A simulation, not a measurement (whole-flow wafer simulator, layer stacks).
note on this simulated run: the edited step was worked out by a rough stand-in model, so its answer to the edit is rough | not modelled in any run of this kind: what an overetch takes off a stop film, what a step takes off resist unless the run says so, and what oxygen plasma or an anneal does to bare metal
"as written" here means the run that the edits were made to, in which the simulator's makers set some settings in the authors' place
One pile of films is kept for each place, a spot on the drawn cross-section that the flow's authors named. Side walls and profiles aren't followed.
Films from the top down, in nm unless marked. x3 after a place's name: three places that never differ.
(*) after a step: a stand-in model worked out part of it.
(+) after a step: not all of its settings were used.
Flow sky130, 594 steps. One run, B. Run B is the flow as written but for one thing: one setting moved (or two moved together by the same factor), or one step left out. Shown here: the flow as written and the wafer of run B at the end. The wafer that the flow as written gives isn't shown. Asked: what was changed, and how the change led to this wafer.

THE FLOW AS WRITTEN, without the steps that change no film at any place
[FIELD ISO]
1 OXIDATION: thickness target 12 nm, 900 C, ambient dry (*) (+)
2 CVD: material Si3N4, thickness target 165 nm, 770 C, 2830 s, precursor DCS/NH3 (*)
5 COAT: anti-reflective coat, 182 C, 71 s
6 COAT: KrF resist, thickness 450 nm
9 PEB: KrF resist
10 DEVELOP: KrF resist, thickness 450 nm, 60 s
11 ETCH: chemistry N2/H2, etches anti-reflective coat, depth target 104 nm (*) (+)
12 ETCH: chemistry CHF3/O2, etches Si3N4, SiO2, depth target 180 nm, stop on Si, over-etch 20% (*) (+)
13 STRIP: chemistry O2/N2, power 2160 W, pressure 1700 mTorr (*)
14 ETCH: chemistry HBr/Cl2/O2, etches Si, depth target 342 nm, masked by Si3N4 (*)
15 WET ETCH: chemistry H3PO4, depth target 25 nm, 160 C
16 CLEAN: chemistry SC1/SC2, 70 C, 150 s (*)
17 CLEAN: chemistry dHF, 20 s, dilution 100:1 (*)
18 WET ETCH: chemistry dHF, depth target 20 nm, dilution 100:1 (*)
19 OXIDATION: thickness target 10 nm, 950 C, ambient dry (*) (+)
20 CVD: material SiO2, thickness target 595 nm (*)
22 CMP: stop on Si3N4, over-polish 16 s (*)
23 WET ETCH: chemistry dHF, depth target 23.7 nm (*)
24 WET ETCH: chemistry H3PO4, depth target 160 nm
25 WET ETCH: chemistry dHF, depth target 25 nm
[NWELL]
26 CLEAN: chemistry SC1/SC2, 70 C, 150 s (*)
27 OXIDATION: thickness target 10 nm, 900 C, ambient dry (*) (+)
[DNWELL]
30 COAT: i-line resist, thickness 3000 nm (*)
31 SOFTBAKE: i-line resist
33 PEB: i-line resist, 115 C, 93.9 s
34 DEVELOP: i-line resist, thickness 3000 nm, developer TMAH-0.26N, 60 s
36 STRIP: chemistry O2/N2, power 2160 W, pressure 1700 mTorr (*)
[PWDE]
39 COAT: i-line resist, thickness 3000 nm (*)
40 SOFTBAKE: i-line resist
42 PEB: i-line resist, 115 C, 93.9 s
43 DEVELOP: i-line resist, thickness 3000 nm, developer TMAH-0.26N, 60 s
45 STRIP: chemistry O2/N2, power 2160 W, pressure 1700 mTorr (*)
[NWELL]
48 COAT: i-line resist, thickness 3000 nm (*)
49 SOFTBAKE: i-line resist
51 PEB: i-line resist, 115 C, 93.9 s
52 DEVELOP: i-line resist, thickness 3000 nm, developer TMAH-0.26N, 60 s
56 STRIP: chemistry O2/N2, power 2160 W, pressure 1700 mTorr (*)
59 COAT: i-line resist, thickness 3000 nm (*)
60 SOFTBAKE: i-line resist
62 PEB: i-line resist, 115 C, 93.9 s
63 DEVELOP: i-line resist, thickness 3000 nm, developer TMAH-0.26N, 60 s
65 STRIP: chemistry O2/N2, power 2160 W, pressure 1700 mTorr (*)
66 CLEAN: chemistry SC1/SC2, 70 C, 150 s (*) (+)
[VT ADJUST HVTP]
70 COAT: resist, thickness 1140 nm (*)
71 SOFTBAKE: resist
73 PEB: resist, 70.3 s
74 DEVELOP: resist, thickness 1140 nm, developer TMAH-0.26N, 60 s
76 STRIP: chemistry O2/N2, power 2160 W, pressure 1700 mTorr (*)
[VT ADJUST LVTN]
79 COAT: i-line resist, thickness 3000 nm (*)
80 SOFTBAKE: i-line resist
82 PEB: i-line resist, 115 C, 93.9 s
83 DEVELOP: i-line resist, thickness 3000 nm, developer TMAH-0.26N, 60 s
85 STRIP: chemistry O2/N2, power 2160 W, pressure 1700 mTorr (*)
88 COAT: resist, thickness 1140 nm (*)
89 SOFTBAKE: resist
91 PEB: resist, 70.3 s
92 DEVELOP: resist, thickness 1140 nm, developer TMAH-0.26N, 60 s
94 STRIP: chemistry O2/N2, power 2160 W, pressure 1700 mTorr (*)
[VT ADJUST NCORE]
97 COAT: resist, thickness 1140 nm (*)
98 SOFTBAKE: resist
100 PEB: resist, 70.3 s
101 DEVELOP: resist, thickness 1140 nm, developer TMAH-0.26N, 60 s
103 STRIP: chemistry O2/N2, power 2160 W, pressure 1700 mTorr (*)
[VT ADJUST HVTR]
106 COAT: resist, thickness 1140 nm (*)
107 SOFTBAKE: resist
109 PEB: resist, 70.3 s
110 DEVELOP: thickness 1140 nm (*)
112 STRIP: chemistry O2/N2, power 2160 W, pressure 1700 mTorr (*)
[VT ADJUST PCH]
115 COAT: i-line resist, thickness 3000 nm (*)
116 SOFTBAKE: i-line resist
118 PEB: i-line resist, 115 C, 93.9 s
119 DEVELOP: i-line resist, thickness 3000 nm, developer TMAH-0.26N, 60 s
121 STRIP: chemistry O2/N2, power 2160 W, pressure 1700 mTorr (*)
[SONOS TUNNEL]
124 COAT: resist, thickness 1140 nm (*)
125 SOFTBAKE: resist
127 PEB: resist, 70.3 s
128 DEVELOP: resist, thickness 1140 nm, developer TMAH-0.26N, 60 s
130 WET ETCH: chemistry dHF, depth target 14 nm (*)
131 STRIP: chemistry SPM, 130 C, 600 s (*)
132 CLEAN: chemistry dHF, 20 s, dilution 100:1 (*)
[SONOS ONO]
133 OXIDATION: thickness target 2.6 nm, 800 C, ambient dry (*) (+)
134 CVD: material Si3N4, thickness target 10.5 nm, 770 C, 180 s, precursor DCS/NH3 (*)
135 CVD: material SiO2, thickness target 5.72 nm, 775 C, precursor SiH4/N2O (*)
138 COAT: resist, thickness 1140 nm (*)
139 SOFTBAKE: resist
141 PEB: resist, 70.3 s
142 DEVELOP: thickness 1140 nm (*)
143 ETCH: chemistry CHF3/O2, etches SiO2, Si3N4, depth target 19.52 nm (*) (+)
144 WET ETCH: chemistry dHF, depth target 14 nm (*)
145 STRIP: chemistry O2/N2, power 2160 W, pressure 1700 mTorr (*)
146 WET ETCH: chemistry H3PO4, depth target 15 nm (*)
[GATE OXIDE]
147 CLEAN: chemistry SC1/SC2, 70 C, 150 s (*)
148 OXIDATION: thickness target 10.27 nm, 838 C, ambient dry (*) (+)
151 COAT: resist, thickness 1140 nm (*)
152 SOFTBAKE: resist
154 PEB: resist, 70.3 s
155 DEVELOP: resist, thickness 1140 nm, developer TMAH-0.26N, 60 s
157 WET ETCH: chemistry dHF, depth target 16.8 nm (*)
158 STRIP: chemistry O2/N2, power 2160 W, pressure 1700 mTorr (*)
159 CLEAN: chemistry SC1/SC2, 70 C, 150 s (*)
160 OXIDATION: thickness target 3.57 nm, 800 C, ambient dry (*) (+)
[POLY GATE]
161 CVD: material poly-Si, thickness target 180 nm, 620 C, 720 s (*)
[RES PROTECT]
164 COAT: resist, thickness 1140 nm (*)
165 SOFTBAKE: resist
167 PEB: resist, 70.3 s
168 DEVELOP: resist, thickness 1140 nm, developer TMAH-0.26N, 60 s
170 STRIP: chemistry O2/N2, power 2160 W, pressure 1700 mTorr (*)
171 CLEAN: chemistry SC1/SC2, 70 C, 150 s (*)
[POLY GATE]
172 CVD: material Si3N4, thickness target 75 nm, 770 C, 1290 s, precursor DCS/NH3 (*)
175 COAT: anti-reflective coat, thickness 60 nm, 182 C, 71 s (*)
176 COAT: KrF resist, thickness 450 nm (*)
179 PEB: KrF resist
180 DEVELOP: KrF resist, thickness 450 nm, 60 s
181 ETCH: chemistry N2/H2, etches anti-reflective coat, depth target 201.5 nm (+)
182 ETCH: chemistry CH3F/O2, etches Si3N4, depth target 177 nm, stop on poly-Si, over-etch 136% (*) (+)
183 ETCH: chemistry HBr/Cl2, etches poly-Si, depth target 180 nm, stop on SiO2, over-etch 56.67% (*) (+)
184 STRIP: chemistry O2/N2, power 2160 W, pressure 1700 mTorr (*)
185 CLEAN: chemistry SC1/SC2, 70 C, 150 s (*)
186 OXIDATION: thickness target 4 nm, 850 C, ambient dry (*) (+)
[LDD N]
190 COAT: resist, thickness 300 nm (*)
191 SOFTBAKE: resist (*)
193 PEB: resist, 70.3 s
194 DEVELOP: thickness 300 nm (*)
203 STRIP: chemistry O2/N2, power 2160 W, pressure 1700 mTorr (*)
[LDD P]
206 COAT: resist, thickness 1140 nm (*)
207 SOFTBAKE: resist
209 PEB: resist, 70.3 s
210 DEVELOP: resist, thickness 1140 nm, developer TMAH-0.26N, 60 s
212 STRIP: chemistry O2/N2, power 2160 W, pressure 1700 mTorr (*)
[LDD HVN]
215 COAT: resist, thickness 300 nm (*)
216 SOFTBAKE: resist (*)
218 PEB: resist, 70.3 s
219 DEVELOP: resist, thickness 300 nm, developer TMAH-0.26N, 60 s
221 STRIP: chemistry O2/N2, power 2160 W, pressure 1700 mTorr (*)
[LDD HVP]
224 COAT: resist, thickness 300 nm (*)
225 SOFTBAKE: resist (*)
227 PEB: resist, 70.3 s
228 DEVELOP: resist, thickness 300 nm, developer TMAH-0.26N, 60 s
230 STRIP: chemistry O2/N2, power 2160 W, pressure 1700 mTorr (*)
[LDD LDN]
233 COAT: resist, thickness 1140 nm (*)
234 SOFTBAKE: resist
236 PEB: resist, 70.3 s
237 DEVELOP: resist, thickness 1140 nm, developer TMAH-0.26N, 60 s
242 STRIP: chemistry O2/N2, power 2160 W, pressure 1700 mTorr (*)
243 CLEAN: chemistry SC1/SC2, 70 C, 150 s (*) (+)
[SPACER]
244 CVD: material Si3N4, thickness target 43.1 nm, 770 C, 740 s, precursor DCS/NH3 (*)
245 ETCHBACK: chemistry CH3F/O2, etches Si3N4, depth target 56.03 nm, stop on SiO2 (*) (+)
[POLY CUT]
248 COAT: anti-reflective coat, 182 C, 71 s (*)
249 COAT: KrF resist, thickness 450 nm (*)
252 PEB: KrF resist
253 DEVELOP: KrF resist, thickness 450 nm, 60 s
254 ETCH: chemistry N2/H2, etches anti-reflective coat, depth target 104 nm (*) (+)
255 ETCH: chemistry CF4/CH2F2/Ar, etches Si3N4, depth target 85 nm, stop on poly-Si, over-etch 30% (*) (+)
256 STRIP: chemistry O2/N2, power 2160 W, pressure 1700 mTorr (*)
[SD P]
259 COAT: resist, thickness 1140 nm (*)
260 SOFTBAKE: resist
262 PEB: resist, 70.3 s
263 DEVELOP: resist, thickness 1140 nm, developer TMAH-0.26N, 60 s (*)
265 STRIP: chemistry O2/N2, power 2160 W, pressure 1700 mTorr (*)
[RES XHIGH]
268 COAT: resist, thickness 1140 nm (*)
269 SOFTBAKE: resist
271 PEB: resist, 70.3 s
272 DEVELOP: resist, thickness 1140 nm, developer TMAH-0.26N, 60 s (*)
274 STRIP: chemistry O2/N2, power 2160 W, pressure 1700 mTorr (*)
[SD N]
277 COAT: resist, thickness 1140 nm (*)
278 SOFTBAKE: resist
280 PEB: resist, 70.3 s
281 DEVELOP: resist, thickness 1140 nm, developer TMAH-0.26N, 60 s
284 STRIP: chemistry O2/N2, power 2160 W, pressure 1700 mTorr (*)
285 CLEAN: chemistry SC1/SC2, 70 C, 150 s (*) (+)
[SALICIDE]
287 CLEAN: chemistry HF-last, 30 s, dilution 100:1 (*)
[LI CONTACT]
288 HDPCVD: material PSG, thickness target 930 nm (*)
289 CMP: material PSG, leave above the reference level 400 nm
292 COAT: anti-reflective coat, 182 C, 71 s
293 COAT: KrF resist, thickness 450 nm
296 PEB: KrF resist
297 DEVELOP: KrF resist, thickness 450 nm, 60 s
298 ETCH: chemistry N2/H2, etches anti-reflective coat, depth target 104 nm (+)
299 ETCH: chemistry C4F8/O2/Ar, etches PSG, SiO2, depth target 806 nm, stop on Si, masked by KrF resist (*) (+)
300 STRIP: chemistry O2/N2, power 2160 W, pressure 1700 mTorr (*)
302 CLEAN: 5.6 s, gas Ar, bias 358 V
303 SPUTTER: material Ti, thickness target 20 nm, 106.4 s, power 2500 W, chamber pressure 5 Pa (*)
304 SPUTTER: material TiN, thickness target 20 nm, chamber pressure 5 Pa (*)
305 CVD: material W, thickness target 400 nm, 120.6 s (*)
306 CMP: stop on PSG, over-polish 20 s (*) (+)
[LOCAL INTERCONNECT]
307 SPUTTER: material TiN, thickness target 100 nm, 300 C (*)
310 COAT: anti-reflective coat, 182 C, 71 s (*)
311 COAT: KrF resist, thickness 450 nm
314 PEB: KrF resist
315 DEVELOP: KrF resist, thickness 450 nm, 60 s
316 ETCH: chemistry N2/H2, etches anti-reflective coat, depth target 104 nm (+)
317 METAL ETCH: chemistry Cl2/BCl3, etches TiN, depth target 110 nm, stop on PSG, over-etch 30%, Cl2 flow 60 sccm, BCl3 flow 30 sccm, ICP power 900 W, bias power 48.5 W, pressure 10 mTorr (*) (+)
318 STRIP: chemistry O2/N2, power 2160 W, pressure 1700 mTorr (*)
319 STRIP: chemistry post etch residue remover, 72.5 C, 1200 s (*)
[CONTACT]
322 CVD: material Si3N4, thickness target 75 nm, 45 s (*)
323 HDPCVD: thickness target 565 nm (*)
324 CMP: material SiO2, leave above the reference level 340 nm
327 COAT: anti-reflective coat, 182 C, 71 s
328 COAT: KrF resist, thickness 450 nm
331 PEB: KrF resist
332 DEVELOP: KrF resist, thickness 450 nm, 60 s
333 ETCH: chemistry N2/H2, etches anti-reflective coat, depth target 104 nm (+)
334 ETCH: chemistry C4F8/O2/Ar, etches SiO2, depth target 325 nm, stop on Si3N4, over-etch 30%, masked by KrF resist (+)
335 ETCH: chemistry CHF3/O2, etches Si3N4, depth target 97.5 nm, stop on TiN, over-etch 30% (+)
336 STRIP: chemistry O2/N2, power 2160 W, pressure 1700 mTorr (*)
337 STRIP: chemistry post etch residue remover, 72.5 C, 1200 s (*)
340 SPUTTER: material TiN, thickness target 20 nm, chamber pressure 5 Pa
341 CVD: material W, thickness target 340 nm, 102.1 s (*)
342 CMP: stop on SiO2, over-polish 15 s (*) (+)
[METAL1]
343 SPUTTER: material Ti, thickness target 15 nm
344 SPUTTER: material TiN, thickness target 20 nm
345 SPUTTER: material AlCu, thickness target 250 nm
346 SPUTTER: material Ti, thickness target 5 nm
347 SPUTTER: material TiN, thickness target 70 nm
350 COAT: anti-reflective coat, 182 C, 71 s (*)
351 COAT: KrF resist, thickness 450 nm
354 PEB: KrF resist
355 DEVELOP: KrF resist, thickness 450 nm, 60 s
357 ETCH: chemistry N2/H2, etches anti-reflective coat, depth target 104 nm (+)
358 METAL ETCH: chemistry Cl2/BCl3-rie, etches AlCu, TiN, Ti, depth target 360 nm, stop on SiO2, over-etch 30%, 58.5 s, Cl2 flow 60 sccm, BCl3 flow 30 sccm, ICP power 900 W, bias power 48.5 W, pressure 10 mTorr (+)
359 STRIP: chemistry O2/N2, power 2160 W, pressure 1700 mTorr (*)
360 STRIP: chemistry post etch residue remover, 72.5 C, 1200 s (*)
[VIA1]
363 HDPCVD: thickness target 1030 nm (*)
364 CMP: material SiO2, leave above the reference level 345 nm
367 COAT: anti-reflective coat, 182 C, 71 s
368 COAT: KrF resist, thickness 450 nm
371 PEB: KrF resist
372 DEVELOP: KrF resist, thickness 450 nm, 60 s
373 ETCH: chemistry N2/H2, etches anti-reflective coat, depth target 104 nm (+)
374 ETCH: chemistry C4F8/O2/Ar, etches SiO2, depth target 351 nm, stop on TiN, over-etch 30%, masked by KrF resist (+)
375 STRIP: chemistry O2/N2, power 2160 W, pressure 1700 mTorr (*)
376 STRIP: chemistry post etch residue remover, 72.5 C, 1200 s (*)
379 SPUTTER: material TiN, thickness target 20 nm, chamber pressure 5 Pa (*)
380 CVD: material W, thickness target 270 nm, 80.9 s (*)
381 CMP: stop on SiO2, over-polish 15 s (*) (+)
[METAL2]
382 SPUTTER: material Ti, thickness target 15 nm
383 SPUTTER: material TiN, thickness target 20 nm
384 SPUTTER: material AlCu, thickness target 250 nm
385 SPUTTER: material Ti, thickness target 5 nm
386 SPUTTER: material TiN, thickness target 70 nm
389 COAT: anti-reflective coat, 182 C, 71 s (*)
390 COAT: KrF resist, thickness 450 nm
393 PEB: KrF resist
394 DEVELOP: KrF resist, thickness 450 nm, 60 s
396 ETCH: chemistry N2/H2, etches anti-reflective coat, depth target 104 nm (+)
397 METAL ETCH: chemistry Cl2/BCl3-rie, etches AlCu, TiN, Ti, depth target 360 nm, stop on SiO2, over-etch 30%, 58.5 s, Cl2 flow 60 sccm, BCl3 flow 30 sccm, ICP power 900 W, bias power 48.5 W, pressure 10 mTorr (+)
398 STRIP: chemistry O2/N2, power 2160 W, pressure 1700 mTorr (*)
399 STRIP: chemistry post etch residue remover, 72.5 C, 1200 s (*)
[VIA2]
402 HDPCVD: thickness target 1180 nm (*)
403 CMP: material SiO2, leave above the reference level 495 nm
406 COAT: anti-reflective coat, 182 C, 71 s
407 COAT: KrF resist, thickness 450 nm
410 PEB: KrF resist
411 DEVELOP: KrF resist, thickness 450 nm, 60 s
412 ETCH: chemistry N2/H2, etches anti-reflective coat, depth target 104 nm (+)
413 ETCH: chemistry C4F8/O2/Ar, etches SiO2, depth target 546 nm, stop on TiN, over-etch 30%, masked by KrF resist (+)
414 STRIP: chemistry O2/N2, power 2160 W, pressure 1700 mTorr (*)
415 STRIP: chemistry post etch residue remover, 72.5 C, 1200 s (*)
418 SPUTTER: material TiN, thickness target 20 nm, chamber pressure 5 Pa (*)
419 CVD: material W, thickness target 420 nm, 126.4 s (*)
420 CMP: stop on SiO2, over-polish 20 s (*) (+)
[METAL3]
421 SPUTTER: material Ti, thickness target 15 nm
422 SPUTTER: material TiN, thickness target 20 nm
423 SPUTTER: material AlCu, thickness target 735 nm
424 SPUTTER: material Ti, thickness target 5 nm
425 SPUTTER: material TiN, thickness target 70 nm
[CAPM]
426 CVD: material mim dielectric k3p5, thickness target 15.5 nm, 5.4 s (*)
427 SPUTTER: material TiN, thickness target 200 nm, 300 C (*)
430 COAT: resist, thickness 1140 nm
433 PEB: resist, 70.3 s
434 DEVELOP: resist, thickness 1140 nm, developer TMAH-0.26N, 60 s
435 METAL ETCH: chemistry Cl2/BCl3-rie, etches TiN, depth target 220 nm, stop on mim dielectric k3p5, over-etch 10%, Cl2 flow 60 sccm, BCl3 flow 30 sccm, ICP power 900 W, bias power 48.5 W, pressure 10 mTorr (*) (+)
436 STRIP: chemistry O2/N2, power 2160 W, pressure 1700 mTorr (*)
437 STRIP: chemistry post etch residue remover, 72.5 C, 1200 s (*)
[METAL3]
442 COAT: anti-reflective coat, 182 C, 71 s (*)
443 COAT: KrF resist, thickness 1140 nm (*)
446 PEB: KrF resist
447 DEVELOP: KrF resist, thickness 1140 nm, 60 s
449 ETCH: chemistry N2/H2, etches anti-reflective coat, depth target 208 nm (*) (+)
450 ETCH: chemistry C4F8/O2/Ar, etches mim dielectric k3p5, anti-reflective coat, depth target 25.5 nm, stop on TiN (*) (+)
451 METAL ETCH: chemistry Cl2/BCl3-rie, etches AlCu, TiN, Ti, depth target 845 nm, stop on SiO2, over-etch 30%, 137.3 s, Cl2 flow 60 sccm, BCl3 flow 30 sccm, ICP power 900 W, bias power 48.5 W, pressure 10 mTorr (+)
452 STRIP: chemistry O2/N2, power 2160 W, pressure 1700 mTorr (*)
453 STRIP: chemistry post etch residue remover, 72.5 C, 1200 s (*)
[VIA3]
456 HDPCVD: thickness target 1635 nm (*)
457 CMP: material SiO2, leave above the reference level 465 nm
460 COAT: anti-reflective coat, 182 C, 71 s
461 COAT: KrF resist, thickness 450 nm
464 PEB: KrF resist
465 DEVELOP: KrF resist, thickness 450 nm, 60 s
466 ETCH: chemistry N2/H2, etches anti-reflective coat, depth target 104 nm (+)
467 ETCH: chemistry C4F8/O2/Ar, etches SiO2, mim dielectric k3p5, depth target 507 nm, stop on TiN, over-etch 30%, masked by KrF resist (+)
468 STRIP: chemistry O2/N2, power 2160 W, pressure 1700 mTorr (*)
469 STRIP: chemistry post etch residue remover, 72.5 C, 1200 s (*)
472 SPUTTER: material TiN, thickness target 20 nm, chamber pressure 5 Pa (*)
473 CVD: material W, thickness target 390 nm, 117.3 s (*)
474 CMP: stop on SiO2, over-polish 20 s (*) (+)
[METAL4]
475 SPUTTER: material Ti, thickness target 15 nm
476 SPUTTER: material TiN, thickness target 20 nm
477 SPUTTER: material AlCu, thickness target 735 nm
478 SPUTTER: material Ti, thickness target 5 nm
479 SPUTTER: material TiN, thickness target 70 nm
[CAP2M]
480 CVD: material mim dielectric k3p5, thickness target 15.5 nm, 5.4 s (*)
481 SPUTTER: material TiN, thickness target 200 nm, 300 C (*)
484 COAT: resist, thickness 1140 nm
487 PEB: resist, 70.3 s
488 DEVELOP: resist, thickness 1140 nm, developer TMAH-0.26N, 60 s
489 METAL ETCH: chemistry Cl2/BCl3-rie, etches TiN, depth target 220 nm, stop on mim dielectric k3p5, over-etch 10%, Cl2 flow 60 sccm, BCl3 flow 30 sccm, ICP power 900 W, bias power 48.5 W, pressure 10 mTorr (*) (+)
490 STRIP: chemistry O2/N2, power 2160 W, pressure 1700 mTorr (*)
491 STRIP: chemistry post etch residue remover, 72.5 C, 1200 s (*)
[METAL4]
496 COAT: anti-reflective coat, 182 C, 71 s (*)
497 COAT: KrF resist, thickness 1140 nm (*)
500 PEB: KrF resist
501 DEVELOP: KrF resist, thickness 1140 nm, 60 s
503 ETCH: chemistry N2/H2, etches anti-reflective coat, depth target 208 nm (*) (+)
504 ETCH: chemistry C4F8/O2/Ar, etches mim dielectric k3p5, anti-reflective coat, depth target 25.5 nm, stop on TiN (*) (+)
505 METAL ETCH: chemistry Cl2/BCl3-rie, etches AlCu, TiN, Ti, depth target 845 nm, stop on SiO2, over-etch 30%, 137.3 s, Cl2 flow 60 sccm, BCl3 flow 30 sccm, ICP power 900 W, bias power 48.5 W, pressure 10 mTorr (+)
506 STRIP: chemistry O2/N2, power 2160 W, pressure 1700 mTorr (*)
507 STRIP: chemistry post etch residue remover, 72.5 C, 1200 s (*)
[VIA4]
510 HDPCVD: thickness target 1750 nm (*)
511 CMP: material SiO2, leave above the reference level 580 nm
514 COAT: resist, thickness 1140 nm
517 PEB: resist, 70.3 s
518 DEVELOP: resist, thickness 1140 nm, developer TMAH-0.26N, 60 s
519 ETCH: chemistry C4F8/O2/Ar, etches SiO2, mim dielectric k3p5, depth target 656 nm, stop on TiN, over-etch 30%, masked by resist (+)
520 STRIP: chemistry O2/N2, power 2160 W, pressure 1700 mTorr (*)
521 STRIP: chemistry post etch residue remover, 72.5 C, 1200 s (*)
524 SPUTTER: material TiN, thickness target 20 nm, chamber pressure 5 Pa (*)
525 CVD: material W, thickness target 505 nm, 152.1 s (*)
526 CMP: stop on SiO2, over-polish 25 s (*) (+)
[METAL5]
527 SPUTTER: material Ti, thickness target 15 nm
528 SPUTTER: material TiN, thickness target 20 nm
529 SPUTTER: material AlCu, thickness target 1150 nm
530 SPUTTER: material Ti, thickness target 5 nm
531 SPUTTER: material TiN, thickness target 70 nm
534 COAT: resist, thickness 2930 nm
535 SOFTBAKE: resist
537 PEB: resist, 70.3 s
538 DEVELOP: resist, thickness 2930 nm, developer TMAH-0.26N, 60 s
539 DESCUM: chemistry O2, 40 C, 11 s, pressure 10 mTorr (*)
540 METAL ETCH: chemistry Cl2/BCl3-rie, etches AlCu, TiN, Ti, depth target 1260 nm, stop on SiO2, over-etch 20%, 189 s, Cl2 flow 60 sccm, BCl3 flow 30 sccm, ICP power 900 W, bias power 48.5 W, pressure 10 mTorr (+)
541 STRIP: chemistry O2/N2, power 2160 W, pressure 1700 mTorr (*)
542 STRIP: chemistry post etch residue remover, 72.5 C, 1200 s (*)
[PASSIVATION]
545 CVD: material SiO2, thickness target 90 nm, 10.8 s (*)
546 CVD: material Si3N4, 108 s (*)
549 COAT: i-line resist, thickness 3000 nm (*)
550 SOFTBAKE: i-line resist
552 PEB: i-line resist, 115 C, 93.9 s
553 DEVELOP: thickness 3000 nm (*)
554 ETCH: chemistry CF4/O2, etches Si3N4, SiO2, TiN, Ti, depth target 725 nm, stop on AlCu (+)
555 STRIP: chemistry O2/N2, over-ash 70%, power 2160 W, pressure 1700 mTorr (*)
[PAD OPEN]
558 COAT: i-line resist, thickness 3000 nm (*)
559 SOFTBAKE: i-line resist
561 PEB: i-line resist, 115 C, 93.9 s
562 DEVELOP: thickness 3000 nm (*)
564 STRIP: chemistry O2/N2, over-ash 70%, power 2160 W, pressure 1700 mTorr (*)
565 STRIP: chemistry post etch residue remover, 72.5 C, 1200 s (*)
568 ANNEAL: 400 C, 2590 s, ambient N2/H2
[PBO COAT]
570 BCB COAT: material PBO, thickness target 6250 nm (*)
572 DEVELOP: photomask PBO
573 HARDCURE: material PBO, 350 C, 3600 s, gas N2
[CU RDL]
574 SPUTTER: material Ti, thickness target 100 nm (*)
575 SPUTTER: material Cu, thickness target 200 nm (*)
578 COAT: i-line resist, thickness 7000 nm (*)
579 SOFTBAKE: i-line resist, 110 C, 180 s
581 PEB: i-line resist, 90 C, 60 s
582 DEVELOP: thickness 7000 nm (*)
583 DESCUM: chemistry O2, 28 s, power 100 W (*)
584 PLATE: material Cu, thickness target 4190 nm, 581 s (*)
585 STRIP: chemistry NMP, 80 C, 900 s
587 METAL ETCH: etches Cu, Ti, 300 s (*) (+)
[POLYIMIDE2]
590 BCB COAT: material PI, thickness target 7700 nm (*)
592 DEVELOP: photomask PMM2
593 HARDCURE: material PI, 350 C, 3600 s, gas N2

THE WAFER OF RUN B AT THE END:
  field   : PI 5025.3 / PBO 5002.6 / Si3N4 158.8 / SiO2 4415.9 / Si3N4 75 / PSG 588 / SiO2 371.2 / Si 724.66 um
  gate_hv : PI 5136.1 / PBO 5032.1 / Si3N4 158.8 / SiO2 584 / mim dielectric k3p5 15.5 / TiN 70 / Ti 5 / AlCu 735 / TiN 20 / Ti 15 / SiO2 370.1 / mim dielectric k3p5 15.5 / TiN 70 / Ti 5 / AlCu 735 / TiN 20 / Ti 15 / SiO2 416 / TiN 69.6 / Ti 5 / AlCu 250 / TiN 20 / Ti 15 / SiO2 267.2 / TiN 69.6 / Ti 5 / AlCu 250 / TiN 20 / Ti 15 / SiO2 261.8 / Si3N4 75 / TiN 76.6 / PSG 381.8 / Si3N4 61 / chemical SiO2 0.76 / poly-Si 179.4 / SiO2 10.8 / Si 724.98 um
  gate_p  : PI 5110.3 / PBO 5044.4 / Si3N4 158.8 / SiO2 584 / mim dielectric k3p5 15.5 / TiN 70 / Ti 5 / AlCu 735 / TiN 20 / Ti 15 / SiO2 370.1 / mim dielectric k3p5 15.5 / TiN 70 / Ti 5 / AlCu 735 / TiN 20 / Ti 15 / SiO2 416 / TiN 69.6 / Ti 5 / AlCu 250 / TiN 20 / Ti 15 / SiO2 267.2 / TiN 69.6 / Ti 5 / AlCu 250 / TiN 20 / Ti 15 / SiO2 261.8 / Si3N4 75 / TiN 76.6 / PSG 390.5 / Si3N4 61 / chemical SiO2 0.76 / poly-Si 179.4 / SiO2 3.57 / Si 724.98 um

The cause: step 307, SPUTTER: thickness target 77 nm was run, where the flow has thickness target 100 nm.

How the change led to this, step by step:
  307 SPUTTER: material TiN, thickness target 100 nm, 300 C (*)
      field, active, n_well and 188 more: TiN +77 (new film) (as written it would be: TiN +100 (new film))
  317 METAL ETCH: chemistry Cl2/BCl3, etches TiN, depth target 110 nm, stop on PSG, over-etch 30%, Cl2 flow 60 sccm, BCl3 flow 30 sccm, ICP power 900 W, bias power 48.5 W, pressure 10 mTorr (*) (+)
      n_well, p_well, gate_hv and 97 more: KrF resist -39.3 (as written it would be: KrF resist -44)
      field, active, gate and 88 more: TiN -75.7 (all of it) (as written it would be: TiN -98.7 (all of it))
  324 CMP: material SiO2, leave above the reference level 340 nm
      field, active, gate and 88 more: SiO2 -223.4 (as written it would be: SiO2 -200.4)
